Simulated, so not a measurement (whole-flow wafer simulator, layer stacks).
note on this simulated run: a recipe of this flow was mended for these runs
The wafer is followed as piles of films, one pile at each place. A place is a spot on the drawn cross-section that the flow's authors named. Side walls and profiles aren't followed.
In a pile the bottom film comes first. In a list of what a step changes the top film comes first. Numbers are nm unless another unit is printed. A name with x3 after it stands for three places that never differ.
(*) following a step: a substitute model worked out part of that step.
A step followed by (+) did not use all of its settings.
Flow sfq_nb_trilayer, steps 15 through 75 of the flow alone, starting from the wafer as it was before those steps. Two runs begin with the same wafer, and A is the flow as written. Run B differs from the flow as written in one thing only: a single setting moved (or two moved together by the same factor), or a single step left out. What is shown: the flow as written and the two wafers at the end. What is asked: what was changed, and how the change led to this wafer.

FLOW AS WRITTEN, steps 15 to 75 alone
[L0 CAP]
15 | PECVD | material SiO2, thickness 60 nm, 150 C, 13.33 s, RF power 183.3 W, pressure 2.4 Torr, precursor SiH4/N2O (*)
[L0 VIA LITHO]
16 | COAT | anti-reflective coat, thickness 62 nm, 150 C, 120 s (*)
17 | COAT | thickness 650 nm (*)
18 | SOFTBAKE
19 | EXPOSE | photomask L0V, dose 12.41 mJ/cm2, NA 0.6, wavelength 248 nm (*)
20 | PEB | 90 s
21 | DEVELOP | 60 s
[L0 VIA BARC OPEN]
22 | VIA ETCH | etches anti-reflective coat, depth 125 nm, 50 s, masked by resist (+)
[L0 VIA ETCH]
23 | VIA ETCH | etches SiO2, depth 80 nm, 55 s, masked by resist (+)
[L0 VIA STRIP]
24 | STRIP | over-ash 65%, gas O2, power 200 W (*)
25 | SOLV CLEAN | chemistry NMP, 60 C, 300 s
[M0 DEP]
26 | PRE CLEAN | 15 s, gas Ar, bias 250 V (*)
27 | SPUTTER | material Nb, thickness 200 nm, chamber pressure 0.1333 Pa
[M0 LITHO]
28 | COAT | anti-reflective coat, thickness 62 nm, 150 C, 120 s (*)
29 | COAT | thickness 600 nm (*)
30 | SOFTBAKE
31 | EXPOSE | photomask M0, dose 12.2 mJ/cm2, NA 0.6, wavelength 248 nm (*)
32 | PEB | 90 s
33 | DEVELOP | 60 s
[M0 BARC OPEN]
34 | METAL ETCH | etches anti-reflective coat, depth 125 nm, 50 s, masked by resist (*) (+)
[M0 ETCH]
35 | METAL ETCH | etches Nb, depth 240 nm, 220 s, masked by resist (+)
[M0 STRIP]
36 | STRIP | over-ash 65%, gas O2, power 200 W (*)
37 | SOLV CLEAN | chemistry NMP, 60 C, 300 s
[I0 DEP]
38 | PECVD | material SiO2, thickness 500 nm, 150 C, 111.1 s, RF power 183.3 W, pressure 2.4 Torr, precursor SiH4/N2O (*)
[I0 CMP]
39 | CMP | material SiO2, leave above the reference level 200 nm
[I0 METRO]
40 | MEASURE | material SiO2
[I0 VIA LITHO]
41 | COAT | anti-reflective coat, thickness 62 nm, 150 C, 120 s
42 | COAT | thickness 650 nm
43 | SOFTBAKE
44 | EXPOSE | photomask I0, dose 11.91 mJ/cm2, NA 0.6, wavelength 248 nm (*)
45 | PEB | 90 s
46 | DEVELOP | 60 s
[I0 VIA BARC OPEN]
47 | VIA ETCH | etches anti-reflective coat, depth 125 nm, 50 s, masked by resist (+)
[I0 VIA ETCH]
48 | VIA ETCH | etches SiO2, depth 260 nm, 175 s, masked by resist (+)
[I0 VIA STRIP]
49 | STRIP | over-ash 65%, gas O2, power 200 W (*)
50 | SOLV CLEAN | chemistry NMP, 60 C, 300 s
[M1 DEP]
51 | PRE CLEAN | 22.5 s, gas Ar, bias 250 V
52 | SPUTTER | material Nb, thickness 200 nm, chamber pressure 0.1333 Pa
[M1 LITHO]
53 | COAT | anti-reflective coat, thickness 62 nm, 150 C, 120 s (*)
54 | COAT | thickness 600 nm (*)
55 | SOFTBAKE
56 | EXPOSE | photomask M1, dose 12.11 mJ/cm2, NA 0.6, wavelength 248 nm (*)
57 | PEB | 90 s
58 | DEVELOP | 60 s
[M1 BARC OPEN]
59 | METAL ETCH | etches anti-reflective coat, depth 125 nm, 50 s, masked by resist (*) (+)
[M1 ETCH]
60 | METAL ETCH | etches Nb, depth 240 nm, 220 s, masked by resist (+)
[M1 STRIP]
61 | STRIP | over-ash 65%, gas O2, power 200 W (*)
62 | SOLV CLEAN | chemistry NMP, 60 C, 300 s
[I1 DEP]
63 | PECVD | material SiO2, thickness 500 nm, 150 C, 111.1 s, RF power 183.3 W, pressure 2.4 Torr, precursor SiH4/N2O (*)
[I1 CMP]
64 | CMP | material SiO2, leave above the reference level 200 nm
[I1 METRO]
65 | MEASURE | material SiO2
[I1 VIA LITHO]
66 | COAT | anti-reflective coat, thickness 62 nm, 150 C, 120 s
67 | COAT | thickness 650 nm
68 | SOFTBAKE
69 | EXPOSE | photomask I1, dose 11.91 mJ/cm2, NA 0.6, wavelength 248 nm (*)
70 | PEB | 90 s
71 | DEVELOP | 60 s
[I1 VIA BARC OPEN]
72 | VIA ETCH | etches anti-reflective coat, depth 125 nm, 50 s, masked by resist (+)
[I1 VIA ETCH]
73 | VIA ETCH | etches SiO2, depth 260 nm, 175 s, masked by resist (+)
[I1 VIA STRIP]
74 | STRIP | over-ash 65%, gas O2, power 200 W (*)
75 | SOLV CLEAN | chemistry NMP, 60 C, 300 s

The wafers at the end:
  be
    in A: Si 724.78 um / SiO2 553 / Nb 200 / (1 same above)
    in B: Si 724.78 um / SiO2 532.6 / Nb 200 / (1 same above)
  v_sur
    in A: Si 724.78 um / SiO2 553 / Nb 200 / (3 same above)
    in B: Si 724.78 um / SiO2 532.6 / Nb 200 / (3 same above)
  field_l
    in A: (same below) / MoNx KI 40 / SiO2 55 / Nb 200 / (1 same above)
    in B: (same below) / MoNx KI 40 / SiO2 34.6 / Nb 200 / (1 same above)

The reason: step 15, PECVD: pressure 3.84 Torr was run, whereas the flow has pressure 2.4 Torr.

Step by step, how the change led to this:
  15 | PECVD | material SiO2, thickness 60 nm, 150 C, 13.33 s, RF power 183.3 W, pressure 2.4 Torr, precursor SiH4/N2O (*)
      v_sur, via_wl, via_w and 97 more: A +60 SiO2 | B +39.6 SiO2
      field_l, l0_sur, l0v, l0r_line_l, l0r_line_c, l0r_line_r: A +60 SiO2 (new film) | B +39.6 SiO2 (new film)
  23 | VIA ETCH | etches SiO2, depth 80 nm, 55 s, masked by resist (+)
      l0v: A -59.7 SiO2 (all of it), -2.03 MoNx KI | B -39.2 SiO2 (all of it), -4.08 MoNx KI
  27 | SPUTTER | material Nb, thickness 200 nm, chamber pressure 0.1333 Pa
      l0v: A +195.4 Nb (new film) | B +200 Nb (new film)
  28 | COAT | anti-reflective coat, thickness 62 nm, 150 C, 120 s (*)
      ln_m6: A +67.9 anti-reflective coat (new film) | B +66.2 anti-reflective coat (new film)
      l0_sur: A +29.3 anti-reflective coat (new film) | B +35.8 anti-reflective coat (new film)
      (and at 1 other place as well)
  36 | STRIP | over-ash 65%, gas O2, power 200 W (*)
      ln_m6: A -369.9 KrF-resist-other-grade (all of it), -67.9 anti-reflective coat (all of it) | B -371.8 KrF-resist-other-grade (all of it), -66.2 anti-reflective coat (all of it)
      l0_sur: A -370 KrF-resist-other-grade (all of it), -29.3 anti-reflective coat (all of it) | B -366.5 KrF-resist-other-grade (all of it), -35.8 anti-reflective coat (all of it)
      (and at 1 other place as well)
  39 | CMP | material SiO2, leave above the reference level 200 nm
      l0v: A -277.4 SiO2 | B -300.4 SiO2
